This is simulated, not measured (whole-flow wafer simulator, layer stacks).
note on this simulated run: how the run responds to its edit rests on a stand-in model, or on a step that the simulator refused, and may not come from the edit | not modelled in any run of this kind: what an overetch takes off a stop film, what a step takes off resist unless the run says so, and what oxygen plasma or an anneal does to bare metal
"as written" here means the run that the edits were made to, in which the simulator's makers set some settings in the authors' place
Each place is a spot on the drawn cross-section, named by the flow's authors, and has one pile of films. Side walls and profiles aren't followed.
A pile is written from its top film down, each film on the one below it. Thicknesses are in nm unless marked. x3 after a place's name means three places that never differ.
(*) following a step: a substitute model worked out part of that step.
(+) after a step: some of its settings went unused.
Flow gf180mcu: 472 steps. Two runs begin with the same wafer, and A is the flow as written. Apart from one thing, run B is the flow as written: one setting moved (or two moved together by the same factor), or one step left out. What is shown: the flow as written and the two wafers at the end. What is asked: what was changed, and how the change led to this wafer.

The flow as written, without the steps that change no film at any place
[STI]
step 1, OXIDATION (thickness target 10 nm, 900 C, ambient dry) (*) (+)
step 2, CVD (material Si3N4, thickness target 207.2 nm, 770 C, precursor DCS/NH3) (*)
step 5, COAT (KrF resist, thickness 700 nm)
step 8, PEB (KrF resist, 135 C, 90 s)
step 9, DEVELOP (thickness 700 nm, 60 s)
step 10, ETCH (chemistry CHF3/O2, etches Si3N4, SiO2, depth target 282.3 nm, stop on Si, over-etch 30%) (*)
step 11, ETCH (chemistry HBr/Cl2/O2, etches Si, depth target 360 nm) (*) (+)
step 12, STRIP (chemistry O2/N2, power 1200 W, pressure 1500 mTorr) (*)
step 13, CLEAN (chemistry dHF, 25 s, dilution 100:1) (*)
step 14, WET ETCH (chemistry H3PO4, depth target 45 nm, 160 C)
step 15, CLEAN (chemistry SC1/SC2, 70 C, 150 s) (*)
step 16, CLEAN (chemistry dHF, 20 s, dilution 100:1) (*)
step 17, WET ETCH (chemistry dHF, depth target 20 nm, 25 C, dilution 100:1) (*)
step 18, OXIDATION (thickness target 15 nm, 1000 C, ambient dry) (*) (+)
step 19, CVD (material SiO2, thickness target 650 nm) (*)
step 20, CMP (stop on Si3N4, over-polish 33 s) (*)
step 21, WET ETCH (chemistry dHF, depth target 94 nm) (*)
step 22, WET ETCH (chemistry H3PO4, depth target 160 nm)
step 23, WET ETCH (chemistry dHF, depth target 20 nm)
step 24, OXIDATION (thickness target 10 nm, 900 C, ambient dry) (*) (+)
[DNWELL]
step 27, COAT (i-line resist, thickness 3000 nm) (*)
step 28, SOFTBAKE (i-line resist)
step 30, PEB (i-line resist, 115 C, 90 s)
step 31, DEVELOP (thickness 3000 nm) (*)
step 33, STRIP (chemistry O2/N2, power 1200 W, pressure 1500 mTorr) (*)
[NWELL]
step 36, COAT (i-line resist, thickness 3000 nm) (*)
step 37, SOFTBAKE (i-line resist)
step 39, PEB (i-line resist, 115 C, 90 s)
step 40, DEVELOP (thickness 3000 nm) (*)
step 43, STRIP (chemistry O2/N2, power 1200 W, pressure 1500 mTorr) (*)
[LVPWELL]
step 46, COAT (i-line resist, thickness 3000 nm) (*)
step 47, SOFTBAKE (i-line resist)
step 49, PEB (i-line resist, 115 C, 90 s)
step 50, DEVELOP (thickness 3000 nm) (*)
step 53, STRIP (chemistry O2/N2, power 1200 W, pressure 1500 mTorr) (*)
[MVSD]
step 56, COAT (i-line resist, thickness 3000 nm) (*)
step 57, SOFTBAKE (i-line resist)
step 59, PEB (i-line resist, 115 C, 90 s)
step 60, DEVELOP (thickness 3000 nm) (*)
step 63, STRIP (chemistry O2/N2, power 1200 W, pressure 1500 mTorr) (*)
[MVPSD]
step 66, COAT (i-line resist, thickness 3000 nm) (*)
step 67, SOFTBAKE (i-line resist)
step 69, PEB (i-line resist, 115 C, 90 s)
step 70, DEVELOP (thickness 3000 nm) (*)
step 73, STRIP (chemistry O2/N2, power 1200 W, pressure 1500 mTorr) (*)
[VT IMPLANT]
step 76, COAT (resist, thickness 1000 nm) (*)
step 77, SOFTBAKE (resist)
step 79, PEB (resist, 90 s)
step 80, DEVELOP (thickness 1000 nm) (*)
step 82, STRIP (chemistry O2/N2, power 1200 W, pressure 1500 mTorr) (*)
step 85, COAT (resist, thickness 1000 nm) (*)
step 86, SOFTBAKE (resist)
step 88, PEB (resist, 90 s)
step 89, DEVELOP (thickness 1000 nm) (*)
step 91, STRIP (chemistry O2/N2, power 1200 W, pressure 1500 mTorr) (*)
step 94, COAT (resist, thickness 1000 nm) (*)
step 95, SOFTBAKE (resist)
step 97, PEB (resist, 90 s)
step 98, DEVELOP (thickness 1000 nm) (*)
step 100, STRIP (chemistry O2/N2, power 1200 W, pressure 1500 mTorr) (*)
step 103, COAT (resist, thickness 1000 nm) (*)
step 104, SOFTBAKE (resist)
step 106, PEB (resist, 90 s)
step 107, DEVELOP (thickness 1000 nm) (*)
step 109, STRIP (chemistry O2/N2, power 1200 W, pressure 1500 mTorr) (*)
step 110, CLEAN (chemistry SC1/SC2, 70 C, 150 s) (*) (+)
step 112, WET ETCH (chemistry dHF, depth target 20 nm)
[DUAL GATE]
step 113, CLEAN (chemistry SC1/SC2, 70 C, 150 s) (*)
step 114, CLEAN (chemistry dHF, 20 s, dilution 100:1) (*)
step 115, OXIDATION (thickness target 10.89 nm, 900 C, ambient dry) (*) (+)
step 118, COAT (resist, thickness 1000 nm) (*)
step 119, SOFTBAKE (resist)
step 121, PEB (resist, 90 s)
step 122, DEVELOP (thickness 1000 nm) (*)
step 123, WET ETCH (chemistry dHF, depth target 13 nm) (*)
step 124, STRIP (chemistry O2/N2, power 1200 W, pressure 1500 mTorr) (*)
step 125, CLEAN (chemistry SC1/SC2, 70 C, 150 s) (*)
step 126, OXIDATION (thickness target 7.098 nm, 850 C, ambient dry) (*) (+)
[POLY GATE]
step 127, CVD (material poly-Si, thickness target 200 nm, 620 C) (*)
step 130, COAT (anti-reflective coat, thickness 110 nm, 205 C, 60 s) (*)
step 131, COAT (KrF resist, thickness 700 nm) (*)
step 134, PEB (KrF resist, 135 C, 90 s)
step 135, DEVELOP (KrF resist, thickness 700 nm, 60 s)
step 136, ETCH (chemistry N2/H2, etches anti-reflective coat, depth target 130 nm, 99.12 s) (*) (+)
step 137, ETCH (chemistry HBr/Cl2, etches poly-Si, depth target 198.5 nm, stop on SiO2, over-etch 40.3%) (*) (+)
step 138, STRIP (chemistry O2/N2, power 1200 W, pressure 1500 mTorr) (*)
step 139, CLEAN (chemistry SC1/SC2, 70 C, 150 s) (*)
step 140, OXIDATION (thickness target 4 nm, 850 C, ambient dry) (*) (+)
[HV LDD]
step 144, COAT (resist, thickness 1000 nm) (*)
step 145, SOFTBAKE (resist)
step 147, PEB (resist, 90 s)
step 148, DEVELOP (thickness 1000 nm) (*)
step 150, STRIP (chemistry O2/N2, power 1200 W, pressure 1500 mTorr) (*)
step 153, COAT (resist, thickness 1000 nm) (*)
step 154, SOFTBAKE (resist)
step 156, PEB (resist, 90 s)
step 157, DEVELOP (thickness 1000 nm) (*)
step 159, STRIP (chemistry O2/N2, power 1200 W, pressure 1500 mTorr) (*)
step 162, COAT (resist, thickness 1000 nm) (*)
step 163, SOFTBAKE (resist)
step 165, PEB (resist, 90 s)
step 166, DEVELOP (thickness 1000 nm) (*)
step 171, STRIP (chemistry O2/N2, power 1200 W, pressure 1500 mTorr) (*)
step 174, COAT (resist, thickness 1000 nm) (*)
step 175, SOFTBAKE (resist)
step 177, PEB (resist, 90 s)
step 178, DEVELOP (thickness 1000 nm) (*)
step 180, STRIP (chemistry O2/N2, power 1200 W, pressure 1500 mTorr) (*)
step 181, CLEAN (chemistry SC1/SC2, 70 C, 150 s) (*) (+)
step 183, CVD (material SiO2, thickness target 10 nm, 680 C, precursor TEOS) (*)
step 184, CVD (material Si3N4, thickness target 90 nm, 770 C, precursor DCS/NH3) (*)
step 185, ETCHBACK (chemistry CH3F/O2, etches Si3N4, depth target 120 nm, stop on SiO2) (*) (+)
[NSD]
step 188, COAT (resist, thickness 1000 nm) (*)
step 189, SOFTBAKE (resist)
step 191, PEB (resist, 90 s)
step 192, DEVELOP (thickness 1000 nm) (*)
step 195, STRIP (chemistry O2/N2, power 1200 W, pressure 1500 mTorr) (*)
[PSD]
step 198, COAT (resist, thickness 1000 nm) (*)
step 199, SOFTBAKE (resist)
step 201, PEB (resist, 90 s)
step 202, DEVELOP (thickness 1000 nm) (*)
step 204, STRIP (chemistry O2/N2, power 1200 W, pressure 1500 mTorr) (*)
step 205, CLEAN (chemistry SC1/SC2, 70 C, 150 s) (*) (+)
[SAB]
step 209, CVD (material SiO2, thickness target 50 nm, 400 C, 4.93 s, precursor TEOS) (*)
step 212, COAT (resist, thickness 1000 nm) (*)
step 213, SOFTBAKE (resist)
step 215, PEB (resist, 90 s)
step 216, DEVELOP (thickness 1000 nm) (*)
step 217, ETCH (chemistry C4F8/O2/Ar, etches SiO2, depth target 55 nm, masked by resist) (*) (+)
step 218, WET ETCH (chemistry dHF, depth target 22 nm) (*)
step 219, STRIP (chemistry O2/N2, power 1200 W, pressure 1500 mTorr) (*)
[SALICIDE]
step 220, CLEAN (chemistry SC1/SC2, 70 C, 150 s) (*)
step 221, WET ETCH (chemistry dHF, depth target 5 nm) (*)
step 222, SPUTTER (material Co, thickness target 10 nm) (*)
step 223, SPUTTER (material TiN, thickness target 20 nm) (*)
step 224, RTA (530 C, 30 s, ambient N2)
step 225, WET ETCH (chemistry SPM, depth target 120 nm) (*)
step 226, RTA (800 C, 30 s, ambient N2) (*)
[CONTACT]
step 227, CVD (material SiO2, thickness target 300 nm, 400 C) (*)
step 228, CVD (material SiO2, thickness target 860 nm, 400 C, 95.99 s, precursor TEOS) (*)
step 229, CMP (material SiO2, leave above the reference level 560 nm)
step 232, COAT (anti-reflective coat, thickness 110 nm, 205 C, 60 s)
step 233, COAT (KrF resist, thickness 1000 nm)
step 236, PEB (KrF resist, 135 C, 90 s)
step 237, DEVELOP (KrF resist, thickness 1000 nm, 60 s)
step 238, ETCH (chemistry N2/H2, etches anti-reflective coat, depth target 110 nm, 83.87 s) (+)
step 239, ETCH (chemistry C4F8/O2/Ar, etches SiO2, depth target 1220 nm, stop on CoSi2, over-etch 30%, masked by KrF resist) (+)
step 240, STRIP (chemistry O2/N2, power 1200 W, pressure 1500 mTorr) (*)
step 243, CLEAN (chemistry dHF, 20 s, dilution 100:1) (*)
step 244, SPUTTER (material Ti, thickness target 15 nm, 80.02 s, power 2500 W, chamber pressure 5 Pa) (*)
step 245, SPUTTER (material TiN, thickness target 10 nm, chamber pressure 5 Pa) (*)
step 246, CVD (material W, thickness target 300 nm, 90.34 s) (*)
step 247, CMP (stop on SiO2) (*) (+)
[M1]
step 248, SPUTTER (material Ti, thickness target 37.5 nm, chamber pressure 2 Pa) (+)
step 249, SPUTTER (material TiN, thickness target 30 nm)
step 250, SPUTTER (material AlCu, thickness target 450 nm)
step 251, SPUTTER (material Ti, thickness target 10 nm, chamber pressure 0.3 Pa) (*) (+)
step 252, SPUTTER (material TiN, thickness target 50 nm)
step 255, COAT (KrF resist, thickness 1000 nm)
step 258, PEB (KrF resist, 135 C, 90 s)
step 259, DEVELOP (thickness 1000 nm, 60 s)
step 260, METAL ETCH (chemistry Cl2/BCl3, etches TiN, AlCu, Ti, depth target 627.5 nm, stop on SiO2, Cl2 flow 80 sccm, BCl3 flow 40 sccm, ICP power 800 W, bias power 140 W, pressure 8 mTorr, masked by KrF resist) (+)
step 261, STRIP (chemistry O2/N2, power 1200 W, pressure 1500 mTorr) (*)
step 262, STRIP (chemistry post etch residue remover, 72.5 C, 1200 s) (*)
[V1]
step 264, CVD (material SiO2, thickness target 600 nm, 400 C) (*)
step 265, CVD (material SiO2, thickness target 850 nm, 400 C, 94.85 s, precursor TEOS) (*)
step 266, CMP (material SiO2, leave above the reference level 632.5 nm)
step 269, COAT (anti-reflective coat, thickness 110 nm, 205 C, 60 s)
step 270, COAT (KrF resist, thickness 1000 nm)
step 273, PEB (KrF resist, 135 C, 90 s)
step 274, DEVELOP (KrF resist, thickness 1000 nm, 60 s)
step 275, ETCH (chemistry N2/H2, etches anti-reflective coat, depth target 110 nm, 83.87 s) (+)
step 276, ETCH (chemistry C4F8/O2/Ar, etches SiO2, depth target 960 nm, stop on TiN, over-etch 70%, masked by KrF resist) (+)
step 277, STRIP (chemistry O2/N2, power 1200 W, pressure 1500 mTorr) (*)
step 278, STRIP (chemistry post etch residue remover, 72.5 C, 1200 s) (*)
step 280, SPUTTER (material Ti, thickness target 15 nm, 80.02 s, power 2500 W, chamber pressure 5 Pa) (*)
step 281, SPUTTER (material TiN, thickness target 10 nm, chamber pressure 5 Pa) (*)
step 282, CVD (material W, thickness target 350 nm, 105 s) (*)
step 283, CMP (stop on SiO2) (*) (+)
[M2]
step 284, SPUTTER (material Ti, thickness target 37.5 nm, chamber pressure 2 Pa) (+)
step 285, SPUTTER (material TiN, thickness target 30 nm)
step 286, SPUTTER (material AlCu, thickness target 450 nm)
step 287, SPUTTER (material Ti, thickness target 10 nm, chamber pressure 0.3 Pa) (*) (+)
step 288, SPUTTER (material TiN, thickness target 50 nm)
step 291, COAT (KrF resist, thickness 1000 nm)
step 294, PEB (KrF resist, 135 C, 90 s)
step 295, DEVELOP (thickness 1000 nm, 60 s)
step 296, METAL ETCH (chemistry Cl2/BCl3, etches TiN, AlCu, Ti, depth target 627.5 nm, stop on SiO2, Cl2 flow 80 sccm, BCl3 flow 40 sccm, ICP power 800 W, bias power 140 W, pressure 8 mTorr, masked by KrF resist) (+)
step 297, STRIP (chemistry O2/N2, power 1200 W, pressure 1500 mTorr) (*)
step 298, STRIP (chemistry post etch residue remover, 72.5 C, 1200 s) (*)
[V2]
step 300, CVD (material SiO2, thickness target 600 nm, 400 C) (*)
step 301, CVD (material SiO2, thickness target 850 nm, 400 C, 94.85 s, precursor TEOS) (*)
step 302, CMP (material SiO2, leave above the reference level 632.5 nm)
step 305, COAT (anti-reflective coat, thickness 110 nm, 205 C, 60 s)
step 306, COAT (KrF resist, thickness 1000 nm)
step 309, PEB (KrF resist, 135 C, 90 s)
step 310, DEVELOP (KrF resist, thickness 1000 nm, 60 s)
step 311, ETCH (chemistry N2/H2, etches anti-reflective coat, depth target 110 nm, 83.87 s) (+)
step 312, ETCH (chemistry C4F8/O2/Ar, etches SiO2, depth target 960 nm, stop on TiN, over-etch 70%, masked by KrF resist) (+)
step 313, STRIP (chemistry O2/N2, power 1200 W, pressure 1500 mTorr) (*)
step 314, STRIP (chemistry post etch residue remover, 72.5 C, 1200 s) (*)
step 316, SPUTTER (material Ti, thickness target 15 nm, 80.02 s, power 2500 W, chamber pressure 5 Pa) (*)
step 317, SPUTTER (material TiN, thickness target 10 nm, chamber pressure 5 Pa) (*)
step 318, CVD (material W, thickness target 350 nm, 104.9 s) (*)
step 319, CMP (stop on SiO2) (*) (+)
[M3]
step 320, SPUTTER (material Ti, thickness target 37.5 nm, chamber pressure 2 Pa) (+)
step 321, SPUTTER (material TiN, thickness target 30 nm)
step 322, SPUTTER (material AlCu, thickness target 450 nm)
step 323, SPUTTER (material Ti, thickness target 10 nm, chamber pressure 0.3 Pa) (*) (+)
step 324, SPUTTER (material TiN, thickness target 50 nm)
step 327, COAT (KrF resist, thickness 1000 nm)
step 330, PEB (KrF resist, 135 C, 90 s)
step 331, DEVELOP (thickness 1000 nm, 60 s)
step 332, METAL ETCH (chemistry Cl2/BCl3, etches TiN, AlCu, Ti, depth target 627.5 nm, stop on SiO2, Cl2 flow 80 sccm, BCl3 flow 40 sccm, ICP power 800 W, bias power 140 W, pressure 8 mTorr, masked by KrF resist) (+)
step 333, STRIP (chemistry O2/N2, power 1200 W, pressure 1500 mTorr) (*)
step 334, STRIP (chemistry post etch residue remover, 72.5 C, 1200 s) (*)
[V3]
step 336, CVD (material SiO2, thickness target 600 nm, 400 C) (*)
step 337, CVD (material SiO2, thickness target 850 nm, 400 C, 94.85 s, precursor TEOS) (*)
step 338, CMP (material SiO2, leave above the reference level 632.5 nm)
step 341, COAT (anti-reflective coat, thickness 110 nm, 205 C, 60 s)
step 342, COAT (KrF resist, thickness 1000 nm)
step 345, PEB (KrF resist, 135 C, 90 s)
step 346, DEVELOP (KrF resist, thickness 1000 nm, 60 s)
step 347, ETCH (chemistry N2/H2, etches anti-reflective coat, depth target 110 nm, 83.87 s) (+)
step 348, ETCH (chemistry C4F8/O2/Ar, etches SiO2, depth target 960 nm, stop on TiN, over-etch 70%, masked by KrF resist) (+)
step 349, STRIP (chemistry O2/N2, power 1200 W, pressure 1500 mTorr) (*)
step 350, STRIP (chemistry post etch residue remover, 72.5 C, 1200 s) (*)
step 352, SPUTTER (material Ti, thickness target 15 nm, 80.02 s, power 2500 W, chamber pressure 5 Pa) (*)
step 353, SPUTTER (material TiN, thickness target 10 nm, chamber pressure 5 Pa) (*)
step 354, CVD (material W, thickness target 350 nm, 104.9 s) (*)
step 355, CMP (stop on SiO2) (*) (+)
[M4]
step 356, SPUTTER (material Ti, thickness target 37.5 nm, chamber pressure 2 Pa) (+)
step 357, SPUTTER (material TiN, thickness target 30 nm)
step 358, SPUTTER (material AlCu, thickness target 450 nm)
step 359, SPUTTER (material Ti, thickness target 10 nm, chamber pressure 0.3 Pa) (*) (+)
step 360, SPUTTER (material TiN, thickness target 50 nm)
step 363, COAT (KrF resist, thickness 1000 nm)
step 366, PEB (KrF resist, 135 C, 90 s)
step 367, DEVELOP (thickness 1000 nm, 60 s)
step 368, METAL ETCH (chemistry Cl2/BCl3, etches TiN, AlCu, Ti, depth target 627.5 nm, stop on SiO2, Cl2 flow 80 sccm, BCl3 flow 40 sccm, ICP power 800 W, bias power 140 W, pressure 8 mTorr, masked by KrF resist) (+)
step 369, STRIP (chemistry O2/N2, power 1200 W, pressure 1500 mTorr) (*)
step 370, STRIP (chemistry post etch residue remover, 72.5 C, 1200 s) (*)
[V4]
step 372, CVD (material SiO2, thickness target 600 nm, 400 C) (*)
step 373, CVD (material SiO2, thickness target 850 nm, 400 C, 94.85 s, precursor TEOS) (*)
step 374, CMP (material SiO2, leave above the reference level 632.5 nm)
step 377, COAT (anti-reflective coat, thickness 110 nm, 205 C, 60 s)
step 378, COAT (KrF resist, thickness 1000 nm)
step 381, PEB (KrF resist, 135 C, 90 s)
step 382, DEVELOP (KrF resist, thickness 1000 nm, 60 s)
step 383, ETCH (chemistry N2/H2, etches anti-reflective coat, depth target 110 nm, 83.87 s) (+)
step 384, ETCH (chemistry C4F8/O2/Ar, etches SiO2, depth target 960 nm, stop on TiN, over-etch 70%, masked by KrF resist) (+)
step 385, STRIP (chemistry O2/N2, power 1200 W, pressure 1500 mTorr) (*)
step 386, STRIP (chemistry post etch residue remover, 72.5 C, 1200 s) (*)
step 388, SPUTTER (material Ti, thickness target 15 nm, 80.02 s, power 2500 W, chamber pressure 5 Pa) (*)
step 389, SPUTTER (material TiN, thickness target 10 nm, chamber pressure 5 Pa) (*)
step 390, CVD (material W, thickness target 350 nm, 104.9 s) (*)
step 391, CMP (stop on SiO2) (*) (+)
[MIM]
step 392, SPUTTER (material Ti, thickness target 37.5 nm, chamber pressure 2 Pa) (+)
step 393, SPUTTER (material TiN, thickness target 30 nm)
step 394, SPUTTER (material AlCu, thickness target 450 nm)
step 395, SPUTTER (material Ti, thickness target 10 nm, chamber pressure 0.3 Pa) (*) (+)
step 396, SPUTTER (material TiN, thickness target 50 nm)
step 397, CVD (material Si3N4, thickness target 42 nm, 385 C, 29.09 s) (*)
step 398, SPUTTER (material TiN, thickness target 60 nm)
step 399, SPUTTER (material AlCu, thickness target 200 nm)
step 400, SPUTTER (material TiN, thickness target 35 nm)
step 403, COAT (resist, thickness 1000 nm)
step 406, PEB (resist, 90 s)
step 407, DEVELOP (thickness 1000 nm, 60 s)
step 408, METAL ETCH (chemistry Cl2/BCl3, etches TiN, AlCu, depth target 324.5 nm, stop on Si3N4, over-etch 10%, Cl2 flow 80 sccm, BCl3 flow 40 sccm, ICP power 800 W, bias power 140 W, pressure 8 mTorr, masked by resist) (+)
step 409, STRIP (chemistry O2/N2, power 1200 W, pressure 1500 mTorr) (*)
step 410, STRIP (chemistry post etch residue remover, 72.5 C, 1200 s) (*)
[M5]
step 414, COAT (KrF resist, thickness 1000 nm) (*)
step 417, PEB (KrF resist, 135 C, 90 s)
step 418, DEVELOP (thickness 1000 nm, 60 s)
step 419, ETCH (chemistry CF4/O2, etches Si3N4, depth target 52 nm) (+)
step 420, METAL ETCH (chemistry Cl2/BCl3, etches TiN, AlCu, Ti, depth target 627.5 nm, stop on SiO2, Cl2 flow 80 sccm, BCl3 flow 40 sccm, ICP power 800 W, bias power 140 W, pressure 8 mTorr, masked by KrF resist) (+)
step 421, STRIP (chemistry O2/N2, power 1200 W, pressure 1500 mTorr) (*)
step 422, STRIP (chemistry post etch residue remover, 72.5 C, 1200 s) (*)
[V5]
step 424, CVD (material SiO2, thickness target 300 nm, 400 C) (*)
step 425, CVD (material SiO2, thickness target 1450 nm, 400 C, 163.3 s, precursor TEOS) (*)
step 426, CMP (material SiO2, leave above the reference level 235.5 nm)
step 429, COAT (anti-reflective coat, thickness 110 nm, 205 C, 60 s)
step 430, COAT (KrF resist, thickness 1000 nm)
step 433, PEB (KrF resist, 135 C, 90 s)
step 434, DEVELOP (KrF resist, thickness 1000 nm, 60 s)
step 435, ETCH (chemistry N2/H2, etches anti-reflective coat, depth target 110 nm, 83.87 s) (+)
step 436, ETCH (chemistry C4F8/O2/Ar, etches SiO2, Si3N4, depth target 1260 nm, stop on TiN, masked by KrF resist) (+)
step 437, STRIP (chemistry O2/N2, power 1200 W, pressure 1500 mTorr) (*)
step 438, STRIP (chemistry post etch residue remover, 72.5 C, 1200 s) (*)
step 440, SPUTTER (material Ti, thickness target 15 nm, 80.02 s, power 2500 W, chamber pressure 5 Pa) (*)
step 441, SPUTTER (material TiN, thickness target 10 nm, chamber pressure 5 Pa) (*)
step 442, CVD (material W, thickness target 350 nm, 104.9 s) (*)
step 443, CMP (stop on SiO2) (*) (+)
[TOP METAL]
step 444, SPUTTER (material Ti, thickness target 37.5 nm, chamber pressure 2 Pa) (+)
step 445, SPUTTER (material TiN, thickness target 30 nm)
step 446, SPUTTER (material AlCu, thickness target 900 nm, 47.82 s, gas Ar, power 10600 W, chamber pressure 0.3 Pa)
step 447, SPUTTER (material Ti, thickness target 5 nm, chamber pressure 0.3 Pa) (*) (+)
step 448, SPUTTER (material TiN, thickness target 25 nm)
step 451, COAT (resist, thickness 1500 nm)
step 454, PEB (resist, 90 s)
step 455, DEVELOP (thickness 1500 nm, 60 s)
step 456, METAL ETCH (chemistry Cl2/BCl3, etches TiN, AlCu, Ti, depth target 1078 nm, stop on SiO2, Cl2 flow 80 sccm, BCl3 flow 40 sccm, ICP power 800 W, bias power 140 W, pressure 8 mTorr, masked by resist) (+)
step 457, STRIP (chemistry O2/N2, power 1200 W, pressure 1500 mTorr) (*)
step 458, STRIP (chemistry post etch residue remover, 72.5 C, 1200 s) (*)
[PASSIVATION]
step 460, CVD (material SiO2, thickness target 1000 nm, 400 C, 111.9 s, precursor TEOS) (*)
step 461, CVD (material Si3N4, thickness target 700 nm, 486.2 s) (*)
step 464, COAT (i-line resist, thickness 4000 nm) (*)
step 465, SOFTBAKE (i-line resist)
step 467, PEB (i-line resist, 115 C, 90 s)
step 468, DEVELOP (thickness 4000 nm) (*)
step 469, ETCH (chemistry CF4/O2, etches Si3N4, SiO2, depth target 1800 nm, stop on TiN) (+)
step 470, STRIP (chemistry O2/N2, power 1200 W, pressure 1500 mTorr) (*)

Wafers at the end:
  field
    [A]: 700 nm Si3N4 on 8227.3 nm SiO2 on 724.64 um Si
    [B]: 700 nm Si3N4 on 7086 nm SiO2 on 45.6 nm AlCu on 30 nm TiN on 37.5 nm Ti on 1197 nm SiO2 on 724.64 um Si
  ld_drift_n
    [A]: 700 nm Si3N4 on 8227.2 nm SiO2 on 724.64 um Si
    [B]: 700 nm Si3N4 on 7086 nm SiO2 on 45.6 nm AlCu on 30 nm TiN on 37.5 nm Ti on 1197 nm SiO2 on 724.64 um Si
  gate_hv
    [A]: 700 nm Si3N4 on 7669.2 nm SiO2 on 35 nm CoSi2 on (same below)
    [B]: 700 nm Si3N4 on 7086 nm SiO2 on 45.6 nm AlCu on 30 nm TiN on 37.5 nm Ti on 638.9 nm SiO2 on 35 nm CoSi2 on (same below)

Cause: step 250, SPUTTER: thickness target 618.8 nm was run, whereas the flow has thickness target 450 nm.

Step by step, how the change led to this:
  step 250, SPUTTER (material AlCu, thickness target 450 nm)
      field, field__w1, field__w2 and 108 more: A +450 AlCu (new film) | B +618.8 AlCu (new film)
  step 260, METAL ETCH (chemistry Cl2/BCl3, etches TiN, AlCu, Ti, depth target 627.5 nm, stop on SiO2, Cl2 flow 80 sccm, BCl3 flow 40 sccm, ICP power 800 W, bias power 140 W, pressure 8 mTorr, masked by KrF resist) (+)
      field, field__w1, field__w2 and 99 more: A -50 TiN (all of it), -10 Ti (all of it), -450 AlCu (all of it), -30 TiN (all of it), -37.5 Ti (all of it) | B -50 TiN (all of it), -10 Ti (all of it), -567.5 AlCu
  step 262, STRIP (chemistry post etch residue remover, 72.5 C, 1200 s) (*)
      field, field__w1, field__w2 and 99 more: A nothing | B -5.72 AlCu
  step 264, CVD (material SiO2, thickness target 600 nm, 400 C) (*)
      field, field__w1, field__w2 and 99 more: A +600 SiO2 | B +600 SiO2 (new film)
  step 266, CMP (material SiO2, leave above the reference level 632.5 nm)
      field, field__w1, field__w2 and 99 more: A -300 SiO2 | B -244.3 SiO2
With metal films that touch counted as one body, field has 1 body; the flow as written gives 0 bodies.
With metal films that touch counted as one body, ld_drift_n has 1 body; the flow as written gives 0 bodies.
With metal films that touch counted as one body, gate_hv has 2 bodies (between them, from the top down: SiO2 638.9); the flow as written gives 1 body.
